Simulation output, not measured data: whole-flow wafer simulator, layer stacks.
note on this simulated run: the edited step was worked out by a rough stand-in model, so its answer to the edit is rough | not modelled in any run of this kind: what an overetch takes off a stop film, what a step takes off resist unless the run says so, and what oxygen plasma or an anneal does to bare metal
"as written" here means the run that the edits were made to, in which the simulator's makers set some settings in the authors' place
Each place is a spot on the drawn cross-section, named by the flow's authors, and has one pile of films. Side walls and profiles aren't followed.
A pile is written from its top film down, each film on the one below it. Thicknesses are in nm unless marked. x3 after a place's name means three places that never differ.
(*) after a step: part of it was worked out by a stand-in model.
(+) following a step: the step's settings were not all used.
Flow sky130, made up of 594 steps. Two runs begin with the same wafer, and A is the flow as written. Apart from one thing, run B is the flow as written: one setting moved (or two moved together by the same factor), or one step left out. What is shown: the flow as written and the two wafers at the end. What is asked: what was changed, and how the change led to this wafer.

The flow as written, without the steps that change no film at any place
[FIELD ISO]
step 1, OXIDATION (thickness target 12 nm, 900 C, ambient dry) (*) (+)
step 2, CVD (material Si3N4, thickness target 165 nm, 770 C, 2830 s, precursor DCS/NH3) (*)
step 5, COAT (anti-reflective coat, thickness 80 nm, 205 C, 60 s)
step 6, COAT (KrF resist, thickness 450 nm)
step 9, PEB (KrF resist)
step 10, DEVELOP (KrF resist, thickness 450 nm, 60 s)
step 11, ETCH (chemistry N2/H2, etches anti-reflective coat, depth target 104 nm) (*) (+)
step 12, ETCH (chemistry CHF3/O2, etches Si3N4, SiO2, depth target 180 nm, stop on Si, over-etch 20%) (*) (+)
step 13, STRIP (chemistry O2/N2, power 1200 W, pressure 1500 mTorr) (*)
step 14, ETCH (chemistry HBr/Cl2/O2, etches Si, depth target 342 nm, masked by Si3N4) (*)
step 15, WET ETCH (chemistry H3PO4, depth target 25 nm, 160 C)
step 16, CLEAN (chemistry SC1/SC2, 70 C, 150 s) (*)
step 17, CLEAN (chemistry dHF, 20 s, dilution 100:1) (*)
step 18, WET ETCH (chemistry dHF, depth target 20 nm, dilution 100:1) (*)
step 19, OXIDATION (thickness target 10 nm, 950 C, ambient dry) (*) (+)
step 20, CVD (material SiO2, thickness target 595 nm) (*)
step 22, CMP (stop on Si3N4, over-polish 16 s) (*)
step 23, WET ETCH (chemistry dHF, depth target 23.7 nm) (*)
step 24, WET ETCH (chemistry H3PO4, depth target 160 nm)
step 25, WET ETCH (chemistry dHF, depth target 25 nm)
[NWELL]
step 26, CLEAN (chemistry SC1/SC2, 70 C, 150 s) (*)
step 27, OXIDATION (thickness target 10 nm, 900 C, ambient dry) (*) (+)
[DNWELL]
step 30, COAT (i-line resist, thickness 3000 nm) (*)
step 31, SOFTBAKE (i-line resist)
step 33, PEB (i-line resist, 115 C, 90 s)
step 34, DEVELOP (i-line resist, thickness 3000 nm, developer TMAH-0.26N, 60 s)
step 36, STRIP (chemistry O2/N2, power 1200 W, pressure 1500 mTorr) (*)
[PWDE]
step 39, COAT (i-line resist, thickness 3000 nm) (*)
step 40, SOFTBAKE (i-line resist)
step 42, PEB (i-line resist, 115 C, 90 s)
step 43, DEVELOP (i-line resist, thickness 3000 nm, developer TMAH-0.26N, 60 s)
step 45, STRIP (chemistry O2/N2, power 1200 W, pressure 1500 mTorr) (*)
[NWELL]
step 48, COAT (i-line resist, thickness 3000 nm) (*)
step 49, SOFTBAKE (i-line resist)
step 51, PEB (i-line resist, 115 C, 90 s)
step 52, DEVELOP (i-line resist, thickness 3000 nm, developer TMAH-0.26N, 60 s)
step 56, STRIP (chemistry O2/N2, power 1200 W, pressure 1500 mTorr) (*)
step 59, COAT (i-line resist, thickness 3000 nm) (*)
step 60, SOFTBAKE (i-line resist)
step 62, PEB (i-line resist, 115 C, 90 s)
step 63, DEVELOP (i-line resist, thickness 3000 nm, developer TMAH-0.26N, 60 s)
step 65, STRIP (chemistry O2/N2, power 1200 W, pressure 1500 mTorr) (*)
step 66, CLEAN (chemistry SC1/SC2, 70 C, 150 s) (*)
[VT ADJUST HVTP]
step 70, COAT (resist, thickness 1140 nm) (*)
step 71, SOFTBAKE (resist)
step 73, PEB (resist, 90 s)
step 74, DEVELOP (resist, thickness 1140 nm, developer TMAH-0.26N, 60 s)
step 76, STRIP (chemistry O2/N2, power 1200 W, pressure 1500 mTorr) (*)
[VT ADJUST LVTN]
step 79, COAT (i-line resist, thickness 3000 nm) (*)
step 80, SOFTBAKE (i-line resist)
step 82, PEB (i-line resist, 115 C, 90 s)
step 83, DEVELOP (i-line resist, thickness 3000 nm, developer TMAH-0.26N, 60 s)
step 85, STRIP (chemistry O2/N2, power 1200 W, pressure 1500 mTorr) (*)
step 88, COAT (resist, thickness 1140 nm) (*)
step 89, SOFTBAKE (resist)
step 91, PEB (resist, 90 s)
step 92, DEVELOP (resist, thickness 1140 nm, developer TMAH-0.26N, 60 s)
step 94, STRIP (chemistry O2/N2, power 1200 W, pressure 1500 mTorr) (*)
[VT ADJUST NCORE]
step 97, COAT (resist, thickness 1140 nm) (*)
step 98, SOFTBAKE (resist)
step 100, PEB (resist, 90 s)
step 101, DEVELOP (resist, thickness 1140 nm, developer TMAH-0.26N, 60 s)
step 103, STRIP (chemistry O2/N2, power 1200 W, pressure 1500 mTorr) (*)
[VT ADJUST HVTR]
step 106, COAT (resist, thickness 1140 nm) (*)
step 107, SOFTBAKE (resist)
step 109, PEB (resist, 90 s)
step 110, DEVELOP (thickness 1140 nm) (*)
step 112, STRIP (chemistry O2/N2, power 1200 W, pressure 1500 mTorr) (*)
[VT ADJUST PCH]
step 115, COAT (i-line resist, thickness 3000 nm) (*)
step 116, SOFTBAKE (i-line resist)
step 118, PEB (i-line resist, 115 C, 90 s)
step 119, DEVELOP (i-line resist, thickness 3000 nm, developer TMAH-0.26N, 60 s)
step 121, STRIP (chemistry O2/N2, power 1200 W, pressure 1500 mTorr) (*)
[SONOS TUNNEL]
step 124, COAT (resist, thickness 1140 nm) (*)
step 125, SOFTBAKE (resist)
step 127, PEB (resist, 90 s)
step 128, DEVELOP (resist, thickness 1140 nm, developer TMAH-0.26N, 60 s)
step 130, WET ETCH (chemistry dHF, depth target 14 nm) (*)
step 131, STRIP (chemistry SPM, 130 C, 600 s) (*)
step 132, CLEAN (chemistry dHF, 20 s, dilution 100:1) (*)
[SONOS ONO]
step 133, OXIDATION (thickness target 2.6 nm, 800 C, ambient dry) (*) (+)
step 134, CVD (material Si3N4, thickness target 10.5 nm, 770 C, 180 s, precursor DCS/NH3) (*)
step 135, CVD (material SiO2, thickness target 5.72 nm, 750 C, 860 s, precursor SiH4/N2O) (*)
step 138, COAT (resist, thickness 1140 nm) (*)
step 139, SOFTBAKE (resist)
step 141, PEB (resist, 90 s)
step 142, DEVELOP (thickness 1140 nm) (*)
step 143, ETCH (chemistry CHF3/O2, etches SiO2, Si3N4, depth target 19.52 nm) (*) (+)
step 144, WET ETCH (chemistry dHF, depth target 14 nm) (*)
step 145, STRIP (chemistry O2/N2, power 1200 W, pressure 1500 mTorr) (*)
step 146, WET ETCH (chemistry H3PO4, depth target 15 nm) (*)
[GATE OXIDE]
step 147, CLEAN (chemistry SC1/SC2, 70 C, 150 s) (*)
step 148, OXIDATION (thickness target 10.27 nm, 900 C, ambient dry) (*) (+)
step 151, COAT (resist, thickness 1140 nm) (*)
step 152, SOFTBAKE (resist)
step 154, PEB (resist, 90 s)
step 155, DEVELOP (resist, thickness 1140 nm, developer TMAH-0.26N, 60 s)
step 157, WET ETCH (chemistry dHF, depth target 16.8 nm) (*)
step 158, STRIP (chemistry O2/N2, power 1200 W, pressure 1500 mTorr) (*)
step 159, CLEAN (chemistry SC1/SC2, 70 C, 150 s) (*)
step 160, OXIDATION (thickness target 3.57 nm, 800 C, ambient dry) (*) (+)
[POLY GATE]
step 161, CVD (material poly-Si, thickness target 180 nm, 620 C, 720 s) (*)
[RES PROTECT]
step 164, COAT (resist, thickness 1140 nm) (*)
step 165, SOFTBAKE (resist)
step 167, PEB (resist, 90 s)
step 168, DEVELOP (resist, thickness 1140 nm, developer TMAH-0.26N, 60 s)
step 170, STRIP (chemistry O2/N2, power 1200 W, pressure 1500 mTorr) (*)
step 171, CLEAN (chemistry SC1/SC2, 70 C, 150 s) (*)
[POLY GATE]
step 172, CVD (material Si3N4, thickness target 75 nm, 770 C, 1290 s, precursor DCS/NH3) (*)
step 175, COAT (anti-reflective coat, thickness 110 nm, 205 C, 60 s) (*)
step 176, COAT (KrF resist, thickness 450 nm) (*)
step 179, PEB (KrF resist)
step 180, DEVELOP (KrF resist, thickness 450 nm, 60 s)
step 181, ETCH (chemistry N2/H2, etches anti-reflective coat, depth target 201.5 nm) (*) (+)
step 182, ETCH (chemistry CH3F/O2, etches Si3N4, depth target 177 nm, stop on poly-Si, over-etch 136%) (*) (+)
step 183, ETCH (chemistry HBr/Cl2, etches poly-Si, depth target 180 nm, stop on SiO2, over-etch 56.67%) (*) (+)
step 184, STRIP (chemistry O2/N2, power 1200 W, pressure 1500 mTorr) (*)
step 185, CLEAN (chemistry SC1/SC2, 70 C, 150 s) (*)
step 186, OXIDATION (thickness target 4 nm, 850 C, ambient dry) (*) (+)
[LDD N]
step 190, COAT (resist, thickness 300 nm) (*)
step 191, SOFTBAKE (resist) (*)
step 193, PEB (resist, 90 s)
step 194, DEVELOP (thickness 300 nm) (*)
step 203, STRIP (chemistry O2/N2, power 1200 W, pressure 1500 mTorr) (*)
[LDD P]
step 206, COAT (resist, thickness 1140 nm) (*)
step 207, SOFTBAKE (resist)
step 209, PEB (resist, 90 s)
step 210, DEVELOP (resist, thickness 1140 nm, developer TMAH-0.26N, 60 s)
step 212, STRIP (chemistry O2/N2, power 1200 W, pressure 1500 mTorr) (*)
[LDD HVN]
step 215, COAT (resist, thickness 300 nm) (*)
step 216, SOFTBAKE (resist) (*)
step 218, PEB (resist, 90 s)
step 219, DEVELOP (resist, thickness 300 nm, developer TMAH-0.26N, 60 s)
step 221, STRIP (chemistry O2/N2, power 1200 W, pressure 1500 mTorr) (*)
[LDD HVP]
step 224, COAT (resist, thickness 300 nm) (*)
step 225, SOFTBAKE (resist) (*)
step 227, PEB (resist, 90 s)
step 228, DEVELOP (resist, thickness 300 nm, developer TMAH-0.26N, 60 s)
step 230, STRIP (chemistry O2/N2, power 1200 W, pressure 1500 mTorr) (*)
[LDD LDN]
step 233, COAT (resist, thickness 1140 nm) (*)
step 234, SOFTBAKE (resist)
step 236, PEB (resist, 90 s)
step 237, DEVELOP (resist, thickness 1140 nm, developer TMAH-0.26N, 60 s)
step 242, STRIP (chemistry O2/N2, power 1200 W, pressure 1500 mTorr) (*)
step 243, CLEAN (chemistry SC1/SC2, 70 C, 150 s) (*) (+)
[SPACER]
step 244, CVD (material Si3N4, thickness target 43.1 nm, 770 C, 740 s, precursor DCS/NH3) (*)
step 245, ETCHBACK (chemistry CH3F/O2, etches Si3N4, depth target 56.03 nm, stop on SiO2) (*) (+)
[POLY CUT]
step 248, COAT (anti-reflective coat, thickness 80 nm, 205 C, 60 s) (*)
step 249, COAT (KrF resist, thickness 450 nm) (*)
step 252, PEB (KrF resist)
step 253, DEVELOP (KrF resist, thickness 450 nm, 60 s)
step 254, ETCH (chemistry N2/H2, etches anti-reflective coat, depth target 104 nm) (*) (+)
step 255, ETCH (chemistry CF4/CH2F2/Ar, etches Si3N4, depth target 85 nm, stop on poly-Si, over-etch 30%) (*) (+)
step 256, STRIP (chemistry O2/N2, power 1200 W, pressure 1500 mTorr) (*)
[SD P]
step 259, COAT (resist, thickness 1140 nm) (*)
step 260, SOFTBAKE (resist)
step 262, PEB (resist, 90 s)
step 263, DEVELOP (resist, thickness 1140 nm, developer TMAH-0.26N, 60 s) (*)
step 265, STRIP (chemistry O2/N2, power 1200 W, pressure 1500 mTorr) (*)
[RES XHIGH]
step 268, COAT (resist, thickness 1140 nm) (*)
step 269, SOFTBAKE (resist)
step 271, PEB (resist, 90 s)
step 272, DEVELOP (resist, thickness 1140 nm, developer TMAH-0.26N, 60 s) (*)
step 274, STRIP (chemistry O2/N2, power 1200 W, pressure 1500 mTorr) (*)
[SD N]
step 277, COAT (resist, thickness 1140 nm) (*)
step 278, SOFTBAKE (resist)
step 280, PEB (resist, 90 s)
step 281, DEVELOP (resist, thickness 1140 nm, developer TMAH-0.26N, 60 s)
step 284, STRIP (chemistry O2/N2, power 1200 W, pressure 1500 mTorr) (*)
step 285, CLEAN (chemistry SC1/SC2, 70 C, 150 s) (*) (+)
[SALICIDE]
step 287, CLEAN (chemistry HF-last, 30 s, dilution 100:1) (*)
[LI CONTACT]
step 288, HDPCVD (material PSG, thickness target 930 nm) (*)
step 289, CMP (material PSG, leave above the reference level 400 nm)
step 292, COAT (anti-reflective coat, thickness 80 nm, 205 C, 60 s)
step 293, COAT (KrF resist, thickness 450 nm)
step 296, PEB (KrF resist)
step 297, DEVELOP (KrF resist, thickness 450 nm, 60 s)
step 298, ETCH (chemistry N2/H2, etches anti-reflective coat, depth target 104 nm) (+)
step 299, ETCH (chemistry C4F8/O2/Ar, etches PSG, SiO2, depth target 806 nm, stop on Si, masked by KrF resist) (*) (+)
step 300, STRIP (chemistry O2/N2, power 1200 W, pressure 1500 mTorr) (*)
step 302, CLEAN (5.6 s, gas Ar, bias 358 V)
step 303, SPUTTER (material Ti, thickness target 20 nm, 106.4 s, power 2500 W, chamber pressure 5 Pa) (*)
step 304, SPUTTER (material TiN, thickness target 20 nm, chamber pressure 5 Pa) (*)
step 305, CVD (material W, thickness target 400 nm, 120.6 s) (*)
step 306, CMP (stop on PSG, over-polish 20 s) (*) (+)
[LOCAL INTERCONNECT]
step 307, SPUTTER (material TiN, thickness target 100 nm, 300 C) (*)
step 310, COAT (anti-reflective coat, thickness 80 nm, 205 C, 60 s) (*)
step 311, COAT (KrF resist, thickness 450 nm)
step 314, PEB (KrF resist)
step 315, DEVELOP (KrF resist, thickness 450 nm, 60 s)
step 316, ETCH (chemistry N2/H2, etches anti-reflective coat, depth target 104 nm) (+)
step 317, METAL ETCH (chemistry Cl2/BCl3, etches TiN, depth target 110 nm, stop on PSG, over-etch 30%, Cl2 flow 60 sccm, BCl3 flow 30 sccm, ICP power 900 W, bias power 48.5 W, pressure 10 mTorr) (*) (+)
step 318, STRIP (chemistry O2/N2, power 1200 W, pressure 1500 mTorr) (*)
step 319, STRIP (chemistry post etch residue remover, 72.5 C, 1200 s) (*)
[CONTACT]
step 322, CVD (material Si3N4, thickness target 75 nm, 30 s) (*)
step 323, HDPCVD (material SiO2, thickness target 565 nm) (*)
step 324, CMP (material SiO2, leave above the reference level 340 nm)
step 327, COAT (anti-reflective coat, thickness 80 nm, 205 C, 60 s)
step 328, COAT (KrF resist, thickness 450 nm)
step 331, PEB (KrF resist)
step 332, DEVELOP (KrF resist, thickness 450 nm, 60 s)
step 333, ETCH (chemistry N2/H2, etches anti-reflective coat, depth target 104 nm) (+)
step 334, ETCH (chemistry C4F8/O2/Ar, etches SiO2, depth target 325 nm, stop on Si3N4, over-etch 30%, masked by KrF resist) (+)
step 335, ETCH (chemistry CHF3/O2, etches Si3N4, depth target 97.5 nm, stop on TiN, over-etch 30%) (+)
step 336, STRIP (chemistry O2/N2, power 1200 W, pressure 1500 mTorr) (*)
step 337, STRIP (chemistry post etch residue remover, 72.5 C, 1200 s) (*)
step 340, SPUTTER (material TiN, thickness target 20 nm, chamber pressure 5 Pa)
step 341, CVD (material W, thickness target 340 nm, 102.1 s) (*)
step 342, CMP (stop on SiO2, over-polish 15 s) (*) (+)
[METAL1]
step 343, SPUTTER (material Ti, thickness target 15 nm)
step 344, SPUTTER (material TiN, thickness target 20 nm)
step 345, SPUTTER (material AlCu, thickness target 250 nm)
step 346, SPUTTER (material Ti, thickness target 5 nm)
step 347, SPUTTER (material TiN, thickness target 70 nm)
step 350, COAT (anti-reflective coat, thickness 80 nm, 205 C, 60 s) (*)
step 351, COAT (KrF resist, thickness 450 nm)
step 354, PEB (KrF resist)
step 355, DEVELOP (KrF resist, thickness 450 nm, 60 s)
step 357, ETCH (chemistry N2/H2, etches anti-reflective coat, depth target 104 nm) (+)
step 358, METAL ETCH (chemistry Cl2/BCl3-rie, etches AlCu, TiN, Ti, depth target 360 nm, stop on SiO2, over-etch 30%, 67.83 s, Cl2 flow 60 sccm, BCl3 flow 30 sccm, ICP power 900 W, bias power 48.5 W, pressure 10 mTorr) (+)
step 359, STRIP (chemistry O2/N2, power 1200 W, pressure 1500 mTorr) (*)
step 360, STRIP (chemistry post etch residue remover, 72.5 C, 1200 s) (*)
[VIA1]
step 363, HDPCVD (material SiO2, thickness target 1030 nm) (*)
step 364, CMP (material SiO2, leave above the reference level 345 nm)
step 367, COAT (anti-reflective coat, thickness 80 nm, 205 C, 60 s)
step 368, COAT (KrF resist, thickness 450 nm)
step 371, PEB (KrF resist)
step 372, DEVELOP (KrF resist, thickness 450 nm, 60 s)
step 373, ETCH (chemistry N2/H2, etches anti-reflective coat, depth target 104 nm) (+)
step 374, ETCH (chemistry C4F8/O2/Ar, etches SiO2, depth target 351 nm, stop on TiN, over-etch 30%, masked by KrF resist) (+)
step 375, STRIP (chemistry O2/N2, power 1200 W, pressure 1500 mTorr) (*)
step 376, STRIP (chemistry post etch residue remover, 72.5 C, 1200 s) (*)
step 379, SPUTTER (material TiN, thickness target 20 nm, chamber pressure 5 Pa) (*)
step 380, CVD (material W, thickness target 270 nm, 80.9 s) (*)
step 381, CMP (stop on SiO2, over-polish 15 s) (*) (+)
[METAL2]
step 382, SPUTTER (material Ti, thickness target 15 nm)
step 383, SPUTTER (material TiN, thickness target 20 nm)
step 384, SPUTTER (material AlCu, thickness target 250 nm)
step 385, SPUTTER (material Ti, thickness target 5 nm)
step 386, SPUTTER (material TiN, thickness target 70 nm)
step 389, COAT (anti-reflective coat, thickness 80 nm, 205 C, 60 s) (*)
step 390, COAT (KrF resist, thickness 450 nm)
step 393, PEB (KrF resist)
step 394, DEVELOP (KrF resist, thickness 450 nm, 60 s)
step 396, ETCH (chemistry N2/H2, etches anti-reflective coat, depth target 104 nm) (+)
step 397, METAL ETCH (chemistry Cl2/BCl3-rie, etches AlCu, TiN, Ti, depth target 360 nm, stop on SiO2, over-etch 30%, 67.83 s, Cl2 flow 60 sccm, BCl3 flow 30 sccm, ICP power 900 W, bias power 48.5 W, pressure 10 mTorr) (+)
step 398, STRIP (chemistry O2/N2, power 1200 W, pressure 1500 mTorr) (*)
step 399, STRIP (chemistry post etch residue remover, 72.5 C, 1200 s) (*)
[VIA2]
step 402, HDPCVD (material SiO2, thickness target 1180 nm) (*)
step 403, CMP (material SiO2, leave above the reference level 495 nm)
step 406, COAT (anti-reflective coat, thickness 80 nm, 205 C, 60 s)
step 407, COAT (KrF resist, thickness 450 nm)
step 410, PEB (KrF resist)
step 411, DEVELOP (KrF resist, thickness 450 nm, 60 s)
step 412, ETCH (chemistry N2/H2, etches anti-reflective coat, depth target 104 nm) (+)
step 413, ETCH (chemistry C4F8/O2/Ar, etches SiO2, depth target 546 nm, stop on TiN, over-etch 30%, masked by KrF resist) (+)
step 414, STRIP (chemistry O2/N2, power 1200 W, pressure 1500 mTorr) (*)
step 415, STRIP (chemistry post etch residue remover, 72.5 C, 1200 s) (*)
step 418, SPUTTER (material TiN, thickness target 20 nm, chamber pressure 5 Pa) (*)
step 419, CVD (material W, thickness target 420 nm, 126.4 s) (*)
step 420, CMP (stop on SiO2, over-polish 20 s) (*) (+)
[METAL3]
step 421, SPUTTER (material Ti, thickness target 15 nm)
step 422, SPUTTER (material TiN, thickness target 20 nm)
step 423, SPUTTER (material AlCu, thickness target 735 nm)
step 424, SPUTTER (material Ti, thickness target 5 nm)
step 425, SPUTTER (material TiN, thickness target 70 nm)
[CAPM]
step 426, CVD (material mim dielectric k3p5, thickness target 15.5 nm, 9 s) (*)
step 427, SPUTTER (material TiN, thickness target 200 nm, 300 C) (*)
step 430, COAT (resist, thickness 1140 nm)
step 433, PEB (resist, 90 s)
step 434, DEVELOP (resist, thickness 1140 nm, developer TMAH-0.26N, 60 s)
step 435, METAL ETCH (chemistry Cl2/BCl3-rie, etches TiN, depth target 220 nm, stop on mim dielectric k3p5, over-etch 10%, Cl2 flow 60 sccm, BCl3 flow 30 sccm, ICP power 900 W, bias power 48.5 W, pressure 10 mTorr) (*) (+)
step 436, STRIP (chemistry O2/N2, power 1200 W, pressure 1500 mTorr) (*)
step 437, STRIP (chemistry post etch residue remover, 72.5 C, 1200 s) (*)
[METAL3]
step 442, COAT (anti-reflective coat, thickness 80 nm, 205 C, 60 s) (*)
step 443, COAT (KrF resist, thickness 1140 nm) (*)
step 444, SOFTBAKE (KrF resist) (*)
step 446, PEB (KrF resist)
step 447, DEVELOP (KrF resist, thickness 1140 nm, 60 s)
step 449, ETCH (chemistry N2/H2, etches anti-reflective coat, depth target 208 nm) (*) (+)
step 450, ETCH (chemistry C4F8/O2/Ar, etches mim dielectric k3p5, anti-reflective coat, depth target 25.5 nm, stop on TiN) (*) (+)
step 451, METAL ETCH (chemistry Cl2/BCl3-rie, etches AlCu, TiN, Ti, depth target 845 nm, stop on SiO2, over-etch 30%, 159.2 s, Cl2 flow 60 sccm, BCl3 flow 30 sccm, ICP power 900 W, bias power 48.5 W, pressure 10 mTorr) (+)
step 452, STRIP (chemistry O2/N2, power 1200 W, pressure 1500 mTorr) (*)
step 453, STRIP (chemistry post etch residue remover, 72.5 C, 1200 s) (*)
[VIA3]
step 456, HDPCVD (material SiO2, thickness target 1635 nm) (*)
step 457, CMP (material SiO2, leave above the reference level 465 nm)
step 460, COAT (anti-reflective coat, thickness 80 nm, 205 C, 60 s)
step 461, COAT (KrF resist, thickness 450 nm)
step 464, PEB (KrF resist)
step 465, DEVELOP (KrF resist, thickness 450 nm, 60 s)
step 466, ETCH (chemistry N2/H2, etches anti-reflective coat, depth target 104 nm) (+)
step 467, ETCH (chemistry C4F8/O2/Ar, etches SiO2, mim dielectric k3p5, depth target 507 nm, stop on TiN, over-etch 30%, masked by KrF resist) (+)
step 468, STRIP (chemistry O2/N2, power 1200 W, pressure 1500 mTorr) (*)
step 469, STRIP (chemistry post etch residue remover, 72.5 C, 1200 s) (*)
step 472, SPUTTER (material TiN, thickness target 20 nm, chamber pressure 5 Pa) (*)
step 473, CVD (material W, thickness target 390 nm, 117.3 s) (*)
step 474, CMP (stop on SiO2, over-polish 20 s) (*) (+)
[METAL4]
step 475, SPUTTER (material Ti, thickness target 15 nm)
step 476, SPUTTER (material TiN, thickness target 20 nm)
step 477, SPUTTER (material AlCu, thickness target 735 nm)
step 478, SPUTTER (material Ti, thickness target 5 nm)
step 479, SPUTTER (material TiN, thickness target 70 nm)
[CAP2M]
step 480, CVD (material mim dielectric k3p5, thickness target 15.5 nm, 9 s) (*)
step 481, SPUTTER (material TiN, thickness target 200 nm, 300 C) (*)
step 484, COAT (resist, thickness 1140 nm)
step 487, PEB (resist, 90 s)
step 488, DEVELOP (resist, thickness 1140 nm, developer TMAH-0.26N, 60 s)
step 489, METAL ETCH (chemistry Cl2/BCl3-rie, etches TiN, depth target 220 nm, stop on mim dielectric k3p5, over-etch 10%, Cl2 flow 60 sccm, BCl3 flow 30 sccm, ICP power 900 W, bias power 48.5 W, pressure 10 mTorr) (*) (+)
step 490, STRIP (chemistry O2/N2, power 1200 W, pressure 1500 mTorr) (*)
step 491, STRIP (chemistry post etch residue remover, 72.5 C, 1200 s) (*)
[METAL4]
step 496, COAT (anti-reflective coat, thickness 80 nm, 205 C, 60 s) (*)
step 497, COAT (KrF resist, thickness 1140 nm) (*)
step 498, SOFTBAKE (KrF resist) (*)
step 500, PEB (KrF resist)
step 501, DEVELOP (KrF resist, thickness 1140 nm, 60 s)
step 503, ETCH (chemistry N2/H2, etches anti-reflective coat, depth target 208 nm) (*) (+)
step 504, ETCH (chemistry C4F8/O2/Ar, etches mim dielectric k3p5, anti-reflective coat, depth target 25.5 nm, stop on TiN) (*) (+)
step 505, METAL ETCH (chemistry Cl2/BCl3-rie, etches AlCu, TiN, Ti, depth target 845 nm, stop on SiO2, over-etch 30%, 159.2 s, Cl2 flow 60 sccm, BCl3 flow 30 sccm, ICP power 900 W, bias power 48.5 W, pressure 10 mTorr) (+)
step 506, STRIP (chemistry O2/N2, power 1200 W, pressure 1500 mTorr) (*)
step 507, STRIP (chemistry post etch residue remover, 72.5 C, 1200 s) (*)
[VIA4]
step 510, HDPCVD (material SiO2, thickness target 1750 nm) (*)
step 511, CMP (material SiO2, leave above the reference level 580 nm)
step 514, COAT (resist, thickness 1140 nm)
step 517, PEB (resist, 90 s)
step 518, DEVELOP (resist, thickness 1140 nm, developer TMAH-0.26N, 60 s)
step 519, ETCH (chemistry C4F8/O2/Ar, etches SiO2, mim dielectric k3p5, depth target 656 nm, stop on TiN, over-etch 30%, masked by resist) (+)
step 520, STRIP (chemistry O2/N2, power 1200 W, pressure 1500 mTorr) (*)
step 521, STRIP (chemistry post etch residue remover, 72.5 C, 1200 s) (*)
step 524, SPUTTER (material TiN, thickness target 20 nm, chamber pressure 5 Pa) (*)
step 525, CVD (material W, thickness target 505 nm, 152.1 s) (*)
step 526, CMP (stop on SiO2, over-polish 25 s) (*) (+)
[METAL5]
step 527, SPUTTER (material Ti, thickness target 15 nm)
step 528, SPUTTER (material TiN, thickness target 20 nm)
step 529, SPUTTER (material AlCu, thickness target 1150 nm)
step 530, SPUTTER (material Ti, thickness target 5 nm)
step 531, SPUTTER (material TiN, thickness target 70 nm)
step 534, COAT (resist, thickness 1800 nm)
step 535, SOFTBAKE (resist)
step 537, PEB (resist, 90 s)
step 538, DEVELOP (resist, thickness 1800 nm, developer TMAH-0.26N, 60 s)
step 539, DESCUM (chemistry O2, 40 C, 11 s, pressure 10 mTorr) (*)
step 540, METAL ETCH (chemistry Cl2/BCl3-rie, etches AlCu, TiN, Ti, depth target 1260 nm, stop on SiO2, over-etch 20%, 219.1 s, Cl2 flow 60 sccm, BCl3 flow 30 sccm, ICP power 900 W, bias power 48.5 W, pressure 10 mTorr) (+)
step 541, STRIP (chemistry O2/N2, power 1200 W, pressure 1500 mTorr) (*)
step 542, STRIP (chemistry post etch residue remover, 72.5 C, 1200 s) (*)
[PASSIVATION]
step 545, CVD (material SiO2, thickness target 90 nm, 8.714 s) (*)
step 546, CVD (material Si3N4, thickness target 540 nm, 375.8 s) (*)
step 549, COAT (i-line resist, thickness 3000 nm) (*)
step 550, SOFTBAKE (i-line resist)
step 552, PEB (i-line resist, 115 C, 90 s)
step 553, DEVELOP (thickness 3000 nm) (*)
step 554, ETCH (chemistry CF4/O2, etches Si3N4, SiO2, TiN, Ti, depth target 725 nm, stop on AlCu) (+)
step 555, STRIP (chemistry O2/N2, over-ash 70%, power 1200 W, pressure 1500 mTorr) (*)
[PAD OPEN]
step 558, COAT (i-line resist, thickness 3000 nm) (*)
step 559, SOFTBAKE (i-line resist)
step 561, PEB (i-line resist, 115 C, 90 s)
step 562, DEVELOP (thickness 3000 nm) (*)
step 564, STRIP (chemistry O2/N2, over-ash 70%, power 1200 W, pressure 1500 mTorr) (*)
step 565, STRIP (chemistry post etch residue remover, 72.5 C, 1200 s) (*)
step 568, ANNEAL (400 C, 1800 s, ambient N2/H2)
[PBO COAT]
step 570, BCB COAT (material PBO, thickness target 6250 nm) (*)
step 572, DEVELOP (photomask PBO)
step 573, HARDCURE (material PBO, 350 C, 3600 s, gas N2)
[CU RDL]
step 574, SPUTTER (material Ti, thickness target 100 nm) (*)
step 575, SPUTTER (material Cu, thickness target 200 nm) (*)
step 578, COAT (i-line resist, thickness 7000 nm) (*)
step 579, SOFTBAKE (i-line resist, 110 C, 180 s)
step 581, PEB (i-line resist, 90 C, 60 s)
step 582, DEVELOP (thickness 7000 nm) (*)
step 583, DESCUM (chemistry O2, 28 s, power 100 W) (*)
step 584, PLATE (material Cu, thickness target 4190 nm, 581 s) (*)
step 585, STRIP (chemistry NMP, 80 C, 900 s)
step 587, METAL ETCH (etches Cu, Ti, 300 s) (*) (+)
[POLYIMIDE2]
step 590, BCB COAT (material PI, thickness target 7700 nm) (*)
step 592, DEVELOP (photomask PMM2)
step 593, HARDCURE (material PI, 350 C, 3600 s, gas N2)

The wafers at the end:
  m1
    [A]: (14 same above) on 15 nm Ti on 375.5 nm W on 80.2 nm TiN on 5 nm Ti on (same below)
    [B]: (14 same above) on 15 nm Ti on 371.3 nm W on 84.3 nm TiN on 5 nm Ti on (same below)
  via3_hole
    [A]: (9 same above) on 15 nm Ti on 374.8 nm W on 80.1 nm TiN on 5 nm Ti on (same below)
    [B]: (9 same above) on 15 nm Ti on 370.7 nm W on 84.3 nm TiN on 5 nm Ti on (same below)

What caused this: step 472, SPUTTER: thickness target 28 nm was run, while the flow as written has thickness target 20 nm.

Step by step, how the change led to this:
  step 472, SPUTTER (material TiN, thickness target 20 nm, chamber pressure 5 Pa) (*)
      field, active, n_well and 187 more: A TiN gains 20 (new film) | B TiN gains 28 (new film)
      m1, via3_hole: A TiN gains 10.6 | B TiN gains 14.8
  step 474, CMP (stop on SiO2, over-polish 20 s) (*) (+)
      field, active, n_well and 187 more: A W loses 390 (all of it), TiN loses 20 (all of it), SiO2 loses 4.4 | B W loses 390 (all of it), TiN loses 28 (all of it), SiO2 loses 4.4
